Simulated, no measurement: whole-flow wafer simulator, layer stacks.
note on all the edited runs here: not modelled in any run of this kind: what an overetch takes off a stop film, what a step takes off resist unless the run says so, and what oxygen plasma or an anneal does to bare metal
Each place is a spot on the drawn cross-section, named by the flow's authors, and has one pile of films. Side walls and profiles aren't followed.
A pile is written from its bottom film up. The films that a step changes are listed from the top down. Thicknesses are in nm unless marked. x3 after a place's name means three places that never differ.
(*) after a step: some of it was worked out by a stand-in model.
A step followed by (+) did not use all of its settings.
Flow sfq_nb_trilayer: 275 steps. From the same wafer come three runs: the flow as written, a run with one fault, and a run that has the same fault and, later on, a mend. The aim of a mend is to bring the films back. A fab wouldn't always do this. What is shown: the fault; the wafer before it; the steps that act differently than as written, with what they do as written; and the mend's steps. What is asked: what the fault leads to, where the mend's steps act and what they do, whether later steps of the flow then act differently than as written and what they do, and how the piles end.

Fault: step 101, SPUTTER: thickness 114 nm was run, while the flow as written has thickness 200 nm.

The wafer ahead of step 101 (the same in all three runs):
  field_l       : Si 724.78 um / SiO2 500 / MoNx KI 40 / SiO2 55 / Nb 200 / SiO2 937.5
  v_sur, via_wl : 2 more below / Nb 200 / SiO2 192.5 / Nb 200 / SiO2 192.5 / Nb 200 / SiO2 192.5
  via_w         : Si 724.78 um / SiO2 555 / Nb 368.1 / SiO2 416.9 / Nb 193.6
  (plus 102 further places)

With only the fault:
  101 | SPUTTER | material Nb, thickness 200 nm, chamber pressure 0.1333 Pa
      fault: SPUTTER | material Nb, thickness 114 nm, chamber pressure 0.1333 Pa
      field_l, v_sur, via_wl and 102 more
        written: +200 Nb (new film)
        fault: +114 Nb (new film)
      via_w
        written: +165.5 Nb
        fault: +94 Nb
  Later steps of the flow acting differently than as written (4 other steps are not shown; they differ only slightly, by no more than 2% or 0.5 nm, whichever is larger):
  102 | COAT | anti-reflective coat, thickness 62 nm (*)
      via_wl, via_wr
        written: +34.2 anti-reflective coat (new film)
        fault: +32.8 anti-reflective coat (new film)
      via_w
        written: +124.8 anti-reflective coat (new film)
        fault: +120.3 anti-reflective coat (new film)
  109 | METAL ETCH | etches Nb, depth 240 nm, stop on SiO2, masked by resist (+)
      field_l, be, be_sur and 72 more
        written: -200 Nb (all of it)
        fault: -114 Nb (all of it)
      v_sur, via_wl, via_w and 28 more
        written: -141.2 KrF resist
        fault: -100.6 KrF resist
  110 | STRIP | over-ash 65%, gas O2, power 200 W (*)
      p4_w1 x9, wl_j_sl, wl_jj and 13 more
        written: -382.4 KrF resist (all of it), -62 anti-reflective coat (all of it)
        fault: -423 KrF resist (all of it), -62 anti-reflective coat (all of it)
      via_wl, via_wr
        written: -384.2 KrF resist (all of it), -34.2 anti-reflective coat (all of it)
        fault: -427.1 KrF resist (all of it), -32.8 anti-reflective coat (all of it)
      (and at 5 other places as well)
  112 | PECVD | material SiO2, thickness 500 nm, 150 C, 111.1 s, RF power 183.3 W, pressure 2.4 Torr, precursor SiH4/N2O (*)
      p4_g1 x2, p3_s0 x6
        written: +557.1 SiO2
        fault: +500 SiO2
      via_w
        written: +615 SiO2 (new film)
        fault: +591.6 SiO2 (new film)
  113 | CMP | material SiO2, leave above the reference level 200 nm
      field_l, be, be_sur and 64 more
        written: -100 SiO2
        fault: -186 SiO2
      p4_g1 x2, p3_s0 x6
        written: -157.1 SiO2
        fault: -186 SiO2
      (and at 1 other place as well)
  The piles end different from the flow's at field_l, v_sur, via_wl and 103 more by more than 2% or 0.5 nm, whichever is larger.
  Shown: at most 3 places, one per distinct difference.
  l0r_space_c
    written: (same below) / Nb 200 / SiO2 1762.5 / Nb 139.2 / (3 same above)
    fault: (same below) / Nb 200 / SiO2 1676.5 / Nb 139.2 / (3 same above)
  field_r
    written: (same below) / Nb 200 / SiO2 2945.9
    fault: (same below) / Nb 200 / SiO2 2859.9
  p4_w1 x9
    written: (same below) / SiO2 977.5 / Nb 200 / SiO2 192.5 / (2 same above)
    fault: (same below) / SiO2 977.5 / Nb 114 / SiO2 192.5 / (2 same above)

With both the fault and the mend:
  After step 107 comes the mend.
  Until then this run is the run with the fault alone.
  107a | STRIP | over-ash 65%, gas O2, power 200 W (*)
      p4_fl x3, p4_g1 x2, p3_s0 x6 and 42 more
        -62 anti-reflective coat (all of it)
      p4_w1 x9, wl_j_sl, wl_jj and 13 more
        -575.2 KrF resist (all of it), -62 anti-reflective coat (all of it)
      r_sur, res, r_end and 9 more
        -61.8 anti-reflective coat (all of it)
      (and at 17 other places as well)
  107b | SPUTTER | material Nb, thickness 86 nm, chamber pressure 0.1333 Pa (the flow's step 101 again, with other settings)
      field_l, v_sur, via_wl and 102 more
        +86 Nb
      via_w
        +69.1 Nb
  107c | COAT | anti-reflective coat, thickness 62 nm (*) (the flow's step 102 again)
      p4_fl x3, p4_w1 x9, p4_g1 x2 and 63 more
        +62 anti-reflective coat (new film)
      r_sur, res, r_end and 9 more
        +61.8 anti-reflective coat (new film)
      jj_sur, ce_l, c5j, ce_r, sp_r, be_r
        +61.7 anti-reflective coat (new film)
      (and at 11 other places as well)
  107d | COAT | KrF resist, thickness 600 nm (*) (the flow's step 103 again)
      p4_fl x3, p4_w1 x9, p4_g1 x2 and 63 more
        +600 KrF resist (new film)
      r_end, moat, field_r, lsp_l, lsp_r, l0_sur
        +599.4 KrF resist (new film)
      be_r, r_sur, res, l0v
        +599.3 KrF resist (new film)
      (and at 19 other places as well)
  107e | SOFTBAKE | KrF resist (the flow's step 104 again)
      does not change any film at any place that is followed
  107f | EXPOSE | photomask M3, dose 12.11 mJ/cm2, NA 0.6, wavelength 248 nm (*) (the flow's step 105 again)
      does not change any film at any place that is followed
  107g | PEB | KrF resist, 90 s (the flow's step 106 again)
      wire, be, be_sur and 96 more
        -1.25 KrF resist
      field_l, via_v
        -1.24 KrF resist
      via_wl, via_wr
        -1.26 KrF resist
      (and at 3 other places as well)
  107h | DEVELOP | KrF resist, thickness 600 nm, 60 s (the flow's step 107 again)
      p4_fl x3, p4_g1 x2, p3_s0 x6 and 42 more
        -598.7 KrF resist (all of it)
      v_sur, via_wl, via_w and 28 more
        -23.5 KrF resist
      field_r, lsp_l, ln_m5, lsp_m, ln_m6, lsp_r, l0_sur
        -598.2 KrF resist (all of it)
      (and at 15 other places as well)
  None of the later steps of the flow differs from how it acts as written, at any place that is followed, by more than 2% or 0.5 nm, whichever is larger.
  When the end is reached, the piles differ only a little from the flow's at the places that both follow, at most by 2% or 0.5 nm, whichever is larger.
